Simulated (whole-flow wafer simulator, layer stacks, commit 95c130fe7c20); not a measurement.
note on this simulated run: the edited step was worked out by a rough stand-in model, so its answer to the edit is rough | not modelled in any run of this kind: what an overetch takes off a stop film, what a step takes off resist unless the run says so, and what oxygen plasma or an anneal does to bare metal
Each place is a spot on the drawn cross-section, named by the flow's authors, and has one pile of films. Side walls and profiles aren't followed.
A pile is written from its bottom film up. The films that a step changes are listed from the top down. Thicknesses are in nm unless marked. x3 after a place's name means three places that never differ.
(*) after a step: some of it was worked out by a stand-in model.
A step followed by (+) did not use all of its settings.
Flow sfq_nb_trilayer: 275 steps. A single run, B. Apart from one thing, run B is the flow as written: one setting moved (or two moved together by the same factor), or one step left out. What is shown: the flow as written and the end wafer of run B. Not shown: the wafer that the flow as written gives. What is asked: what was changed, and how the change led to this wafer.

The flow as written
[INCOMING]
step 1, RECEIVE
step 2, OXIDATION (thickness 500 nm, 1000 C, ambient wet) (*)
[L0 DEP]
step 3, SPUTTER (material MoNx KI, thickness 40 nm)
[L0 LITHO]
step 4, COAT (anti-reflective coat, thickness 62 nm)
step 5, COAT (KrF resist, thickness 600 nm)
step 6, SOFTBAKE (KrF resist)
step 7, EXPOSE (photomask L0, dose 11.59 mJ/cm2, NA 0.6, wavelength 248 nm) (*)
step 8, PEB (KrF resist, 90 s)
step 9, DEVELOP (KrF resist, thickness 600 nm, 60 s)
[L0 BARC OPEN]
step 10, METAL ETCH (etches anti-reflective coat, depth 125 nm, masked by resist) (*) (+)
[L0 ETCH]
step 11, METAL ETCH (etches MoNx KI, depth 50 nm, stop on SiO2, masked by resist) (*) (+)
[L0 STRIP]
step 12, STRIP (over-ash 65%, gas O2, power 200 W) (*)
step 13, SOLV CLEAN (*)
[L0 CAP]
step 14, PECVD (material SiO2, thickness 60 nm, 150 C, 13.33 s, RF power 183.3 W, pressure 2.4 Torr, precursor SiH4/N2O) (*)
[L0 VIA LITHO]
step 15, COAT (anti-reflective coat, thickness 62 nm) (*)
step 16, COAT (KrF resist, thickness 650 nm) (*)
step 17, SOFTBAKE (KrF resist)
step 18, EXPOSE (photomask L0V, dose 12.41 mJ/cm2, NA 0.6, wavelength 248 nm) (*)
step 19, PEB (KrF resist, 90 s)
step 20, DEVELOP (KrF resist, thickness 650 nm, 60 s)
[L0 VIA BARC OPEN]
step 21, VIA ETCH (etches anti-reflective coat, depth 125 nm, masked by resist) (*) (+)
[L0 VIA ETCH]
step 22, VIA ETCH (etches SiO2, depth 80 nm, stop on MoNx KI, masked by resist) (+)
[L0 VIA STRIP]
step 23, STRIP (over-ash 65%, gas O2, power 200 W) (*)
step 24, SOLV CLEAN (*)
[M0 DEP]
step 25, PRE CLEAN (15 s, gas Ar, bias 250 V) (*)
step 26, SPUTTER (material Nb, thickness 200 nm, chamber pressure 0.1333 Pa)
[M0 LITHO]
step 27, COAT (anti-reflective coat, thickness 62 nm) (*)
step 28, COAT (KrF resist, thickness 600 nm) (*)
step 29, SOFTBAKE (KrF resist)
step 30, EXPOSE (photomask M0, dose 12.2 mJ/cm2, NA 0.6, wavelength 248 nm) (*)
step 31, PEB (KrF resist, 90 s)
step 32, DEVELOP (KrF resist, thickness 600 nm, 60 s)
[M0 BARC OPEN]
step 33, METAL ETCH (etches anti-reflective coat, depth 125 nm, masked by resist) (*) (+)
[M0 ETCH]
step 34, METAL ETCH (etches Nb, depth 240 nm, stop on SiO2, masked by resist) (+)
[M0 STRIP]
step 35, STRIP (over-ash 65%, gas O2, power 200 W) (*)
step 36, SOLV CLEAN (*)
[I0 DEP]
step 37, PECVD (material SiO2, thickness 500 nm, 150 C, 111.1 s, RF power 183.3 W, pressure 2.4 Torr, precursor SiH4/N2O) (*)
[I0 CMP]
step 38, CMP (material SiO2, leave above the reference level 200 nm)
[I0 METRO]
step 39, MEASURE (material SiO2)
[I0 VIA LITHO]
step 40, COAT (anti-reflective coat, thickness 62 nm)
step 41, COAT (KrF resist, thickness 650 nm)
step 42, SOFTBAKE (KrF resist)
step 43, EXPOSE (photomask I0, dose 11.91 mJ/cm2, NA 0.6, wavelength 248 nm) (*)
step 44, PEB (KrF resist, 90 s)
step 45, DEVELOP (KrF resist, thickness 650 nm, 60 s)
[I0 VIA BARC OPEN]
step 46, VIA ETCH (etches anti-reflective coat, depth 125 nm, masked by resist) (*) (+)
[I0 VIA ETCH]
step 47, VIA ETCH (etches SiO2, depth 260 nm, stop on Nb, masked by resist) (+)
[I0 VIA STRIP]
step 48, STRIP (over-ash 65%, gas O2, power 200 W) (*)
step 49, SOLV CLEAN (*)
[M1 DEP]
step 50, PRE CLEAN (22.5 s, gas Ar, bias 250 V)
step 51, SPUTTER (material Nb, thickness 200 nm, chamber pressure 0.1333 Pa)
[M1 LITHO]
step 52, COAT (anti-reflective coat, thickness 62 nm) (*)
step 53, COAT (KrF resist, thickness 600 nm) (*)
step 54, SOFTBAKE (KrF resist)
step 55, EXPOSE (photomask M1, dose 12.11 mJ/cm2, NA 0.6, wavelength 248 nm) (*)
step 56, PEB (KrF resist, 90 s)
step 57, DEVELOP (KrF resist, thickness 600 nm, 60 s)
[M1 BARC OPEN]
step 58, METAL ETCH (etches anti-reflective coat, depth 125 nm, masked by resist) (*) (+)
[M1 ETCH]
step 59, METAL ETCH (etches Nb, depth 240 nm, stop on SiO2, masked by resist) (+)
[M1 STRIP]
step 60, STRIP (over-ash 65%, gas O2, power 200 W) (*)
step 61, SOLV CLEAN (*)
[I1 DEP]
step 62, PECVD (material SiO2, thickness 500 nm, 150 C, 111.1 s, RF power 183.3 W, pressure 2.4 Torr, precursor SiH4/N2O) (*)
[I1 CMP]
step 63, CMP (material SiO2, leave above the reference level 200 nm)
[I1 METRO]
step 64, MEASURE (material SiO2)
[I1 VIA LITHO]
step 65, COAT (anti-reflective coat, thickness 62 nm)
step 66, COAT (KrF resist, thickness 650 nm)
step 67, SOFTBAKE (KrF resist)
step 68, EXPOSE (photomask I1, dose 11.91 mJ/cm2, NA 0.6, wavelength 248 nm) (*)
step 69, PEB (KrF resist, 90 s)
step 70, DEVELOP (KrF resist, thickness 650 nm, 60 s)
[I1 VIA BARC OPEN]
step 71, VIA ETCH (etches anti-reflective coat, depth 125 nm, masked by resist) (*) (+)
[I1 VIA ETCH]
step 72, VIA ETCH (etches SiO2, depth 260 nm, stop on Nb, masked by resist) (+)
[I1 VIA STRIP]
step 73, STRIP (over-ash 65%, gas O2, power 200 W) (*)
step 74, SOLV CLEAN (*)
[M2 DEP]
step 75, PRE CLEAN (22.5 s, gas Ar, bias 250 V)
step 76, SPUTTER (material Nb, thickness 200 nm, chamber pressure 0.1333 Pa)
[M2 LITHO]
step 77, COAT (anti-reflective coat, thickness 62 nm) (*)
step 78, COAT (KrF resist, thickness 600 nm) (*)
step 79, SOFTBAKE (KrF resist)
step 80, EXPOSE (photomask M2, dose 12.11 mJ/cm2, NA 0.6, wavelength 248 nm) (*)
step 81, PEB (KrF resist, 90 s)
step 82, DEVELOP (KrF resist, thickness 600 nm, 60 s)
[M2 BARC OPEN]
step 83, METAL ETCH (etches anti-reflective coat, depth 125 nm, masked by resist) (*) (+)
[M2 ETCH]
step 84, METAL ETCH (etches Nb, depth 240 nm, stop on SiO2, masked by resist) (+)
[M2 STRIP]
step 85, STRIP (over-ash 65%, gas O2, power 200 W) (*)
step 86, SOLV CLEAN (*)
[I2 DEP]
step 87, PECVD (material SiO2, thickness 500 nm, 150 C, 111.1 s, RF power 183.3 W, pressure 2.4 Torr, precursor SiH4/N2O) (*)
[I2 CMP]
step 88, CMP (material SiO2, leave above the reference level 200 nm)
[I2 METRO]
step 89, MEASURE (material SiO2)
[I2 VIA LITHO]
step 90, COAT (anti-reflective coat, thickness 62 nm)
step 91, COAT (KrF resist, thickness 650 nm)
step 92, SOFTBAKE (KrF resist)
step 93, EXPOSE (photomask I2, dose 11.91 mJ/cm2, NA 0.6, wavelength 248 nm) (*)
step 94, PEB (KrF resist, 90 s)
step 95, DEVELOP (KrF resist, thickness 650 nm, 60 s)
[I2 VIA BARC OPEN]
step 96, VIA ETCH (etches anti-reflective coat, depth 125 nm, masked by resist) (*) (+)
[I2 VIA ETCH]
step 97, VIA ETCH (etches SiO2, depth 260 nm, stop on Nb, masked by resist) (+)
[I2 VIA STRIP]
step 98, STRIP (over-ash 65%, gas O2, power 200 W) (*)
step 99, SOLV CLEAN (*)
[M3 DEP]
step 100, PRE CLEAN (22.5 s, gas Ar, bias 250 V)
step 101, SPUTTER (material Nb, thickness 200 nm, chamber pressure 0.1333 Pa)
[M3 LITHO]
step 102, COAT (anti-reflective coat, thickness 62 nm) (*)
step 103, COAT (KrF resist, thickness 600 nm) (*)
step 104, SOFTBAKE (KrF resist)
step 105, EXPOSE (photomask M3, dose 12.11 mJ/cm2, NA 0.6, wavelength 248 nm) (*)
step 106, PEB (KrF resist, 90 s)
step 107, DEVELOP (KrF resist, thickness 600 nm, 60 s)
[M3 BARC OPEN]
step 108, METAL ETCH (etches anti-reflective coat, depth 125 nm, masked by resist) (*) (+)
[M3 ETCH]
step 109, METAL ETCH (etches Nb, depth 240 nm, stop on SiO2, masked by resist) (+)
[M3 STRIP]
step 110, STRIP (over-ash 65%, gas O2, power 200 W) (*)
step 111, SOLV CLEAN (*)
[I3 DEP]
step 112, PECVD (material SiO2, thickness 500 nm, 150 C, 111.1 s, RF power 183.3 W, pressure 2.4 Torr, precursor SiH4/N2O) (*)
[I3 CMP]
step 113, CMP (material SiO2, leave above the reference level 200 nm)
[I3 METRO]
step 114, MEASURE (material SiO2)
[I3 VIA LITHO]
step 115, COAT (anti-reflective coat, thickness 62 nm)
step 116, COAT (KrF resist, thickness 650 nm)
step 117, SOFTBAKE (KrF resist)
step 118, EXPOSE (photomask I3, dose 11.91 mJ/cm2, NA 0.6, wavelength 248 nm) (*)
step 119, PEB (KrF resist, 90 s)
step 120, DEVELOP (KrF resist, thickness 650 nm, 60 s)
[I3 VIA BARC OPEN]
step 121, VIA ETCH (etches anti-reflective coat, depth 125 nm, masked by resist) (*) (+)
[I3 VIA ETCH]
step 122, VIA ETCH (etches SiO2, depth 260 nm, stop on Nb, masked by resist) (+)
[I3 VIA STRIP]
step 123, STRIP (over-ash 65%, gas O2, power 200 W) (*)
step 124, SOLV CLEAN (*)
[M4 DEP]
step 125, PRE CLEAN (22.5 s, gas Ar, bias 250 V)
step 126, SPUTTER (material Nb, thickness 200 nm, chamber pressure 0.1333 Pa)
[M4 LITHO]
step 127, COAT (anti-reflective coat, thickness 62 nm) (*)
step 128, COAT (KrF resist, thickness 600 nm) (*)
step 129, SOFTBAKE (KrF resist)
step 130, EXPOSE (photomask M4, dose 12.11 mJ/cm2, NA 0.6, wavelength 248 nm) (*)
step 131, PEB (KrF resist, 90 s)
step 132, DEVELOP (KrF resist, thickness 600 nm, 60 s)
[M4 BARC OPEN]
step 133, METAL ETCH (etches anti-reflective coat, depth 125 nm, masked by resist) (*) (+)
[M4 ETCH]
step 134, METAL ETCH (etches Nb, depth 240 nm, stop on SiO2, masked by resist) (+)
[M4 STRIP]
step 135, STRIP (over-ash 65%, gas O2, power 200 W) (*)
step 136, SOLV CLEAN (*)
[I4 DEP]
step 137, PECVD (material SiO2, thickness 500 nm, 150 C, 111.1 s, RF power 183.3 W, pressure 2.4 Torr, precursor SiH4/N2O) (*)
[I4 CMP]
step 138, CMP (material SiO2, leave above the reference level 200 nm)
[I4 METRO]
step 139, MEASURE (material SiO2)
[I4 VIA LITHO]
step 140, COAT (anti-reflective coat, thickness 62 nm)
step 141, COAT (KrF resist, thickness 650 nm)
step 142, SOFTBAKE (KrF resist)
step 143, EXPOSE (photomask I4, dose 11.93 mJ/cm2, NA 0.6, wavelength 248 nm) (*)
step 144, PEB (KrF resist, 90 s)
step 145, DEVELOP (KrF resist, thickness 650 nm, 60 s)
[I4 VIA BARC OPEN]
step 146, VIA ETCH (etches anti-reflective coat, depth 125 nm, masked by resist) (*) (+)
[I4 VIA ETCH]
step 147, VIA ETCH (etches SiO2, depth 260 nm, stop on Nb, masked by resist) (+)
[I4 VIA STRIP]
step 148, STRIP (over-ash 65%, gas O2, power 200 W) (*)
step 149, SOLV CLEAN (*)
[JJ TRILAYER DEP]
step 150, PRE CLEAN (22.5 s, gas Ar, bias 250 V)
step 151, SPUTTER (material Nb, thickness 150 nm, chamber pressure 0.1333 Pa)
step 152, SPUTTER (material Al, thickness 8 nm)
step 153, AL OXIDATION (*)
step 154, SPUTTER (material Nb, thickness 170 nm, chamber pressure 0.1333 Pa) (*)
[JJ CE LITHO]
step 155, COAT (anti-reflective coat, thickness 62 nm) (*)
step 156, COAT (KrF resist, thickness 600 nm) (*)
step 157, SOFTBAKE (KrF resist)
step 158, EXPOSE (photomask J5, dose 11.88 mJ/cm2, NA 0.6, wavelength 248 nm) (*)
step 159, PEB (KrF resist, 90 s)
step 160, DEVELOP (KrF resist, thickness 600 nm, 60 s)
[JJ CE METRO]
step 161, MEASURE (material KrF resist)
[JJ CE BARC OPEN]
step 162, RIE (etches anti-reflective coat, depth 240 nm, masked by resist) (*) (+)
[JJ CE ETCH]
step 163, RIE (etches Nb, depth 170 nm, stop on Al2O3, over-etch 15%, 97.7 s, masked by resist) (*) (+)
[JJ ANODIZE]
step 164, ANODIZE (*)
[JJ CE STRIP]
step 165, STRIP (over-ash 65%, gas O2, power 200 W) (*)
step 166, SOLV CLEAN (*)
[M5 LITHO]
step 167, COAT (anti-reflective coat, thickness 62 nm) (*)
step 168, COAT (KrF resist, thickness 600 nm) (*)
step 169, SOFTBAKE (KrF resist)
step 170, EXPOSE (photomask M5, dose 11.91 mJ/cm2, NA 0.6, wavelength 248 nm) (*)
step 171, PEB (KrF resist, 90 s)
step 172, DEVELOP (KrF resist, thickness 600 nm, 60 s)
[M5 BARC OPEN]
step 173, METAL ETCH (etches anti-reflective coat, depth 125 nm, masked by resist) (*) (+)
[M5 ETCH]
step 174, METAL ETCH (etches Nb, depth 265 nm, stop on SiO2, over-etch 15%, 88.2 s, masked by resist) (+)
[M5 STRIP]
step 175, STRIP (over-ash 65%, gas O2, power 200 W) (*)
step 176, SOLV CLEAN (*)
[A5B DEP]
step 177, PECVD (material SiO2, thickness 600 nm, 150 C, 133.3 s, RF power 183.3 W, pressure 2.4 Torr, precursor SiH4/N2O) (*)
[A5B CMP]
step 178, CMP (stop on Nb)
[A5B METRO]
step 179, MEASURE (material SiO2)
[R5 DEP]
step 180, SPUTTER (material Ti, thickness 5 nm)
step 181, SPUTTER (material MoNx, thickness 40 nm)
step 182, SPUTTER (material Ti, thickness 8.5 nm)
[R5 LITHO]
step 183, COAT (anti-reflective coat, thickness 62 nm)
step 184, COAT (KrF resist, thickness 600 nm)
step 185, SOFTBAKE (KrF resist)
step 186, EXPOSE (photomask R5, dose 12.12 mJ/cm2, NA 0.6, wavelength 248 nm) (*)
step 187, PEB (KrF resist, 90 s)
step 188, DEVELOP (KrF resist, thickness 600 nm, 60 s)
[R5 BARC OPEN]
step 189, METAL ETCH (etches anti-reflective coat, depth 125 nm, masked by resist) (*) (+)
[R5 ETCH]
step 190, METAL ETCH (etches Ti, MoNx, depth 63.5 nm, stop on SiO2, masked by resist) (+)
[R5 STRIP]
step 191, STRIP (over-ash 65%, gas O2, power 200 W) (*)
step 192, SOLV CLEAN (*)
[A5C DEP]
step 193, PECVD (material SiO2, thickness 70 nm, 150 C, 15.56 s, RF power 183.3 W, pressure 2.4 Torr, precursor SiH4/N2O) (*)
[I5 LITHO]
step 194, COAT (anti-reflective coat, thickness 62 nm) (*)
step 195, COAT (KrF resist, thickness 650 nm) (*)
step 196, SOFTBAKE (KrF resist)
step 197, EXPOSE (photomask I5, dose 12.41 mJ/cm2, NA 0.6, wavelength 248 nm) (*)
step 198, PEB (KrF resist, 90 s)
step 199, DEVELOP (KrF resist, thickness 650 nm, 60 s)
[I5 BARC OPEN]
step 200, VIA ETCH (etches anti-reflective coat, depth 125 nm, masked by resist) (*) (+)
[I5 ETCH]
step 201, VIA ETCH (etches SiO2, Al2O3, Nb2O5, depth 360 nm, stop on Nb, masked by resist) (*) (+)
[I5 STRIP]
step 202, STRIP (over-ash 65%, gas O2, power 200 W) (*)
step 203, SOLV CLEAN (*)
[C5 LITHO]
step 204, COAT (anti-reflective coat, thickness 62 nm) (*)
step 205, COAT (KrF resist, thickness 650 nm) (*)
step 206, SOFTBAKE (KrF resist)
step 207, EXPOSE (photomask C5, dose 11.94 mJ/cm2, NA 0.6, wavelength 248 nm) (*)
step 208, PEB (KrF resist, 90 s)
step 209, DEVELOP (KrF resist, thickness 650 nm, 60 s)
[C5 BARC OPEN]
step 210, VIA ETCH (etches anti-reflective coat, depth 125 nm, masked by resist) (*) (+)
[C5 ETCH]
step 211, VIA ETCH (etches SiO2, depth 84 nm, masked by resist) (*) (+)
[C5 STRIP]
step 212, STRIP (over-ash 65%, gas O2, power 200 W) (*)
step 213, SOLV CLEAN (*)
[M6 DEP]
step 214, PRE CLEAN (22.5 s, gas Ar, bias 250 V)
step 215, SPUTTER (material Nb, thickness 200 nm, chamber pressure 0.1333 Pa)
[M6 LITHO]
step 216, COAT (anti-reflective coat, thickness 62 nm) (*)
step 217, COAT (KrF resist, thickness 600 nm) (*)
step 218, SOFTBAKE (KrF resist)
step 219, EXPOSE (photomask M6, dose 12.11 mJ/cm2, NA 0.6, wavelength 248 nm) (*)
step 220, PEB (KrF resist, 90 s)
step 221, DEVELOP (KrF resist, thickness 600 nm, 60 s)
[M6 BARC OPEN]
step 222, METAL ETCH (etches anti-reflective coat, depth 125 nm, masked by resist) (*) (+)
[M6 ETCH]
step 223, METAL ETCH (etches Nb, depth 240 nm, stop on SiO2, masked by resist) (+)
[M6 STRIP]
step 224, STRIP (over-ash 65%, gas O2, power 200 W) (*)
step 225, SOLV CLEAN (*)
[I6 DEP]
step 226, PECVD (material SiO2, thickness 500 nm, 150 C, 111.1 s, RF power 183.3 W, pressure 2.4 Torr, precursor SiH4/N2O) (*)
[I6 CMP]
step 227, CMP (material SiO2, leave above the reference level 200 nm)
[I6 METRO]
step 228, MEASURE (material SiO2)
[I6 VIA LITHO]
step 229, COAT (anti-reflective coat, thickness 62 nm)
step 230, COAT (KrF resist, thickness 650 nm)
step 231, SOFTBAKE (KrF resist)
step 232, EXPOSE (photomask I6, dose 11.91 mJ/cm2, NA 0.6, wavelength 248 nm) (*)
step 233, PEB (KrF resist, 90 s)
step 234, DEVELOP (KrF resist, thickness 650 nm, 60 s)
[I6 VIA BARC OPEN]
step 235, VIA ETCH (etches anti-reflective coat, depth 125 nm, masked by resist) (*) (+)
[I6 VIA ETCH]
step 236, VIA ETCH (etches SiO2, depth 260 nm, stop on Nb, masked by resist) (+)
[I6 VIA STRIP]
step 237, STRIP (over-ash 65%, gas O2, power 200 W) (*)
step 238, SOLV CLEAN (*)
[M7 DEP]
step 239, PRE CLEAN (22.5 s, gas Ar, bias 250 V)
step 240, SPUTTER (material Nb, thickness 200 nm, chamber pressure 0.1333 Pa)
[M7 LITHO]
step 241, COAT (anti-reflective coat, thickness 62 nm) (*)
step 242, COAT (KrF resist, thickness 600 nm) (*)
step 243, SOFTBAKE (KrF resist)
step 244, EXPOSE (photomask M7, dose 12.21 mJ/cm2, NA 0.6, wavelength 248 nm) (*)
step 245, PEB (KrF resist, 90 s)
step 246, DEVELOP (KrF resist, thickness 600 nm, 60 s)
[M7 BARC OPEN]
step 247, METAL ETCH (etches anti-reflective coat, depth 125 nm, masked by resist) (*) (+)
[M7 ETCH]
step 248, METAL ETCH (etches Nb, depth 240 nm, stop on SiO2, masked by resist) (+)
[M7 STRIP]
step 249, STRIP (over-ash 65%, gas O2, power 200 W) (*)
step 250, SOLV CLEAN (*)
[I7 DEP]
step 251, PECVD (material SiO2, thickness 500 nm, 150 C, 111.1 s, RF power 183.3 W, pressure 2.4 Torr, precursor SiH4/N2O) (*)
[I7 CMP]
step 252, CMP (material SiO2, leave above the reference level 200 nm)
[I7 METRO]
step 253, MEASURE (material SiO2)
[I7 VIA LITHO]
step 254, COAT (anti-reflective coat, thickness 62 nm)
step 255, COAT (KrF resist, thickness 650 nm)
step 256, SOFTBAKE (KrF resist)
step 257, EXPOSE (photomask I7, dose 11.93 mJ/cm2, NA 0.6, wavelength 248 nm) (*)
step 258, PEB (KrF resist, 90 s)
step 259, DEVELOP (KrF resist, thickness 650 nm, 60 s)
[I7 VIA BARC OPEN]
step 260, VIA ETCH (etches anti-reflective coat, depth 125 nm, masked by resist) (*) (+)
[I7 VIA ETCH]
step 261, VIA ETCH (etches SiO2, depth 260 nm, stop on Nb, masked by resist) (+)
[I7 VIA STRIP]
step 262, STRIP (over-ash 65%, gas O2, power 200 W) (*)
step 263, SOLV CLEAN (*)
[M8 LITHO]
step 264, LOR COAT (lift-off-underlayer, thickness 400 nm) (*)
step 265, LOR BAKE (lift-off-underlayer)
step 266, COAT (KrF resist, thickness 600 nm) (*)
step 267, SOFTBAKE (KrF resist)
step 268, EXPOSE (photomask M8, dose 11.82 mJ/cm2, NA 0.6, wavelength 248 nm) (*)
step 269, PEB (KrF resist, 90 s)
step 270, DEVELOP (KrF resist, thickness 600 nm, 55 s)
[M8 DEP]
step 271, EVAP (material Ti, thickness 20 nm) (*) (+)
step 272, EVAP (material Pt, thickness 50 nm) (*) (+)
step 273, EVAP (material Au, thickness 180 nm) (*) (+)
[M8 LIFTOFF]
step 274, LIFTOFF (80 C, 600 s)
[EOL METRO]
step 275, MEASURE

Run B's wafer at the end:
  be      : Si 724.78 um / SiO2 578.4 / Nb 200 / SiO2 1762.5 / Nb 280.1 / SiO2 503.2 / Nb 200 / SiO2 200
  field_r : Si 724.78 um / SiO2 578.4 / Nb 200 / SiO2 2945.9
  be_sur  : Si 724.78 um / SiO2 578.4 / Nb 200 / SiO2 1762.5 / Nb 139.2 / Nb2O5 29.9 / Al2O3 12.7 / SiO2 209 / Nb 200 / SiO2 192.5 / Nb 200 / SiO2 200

Cause: step 14, PECVD: thickness 83.4 nm was run, though the flow has thickness 60 nm; step 14, PECVD: 18.53 s was run, where the flow has 13.33 s.

Step by step, how the change led to this:
  step 14, PECVD (material SiO2, thickness 60 nm, 150 C, 13.33 s, RF power 183.3 W, pressure 2.4 Torr, precursor SiH4/N2O) (*)
      v_sur, via_wl, via_w and 97 more: +83.4 SiO2 (in the flow as written it would be: +60 SiO2)
      field_l, l0_sur, l0v, l0r_line_l, l0r_line_c, l0r_line_r: +83.4 SiO2 (new film) (in the flow as written it would be: +60 SiO2 (new film))
  step 22, VIA ETCH (etches SiO2, depth 80 nm, stop on MoNx KI, masked by resist) (+)
      l0v: -80 SiO2 (in the flow as written it would be: -59.8 SiO2 (all of it))
  step 25, PRE CLEAN (15 s, gas Ar, bias 250 V) (*)
      l0v: -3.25 SiO2 (all of it), -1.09 MoNx KI (in the flow as written it would be: -2.91 MoNx KI)
  step 27, COAT (anti-reflective coat, thickness 62 nm) (*)
      l0_sur: +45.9 anti-reflective coat (new film) (in the flow as written it would be: +47.5 anti-reflective coat (new film))
      l0v: +83.4 anti-reflective coat (new film) (in the flow as written it would be: +78 anti-reflective coat (new film))
  step 28, COAT (KrF resist, thickness 600 nm) (*)
      l0v: +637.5 KrF resist (new film) (in the flow as written it would be: +622.9 KrF resist (new film))
  step 35, STRIP (over-ash 65%, gas O2, power 200 W) (*)
      l0_sur: -369.6 KrF resist (all of it), -45.9 anti-reflective coat (all of it) (in the flow as written it would be: -372 KrF resist (all of it), -47.5 anti-reflective coat (all of it))
      l0v: -419.8 KrF resist (all of it), -83.4 anti-reflective coat (all of it) (in the flow as written it would be: -405.3 KrF resist (all of it), -78 anti-reflective coat (all of it))
  step 38, CMP (material SiO2, leave above the reference level 200 nm)
      l0v: -252.4 SiO2 (in the flow as written it would be: -277.8 SiO2)
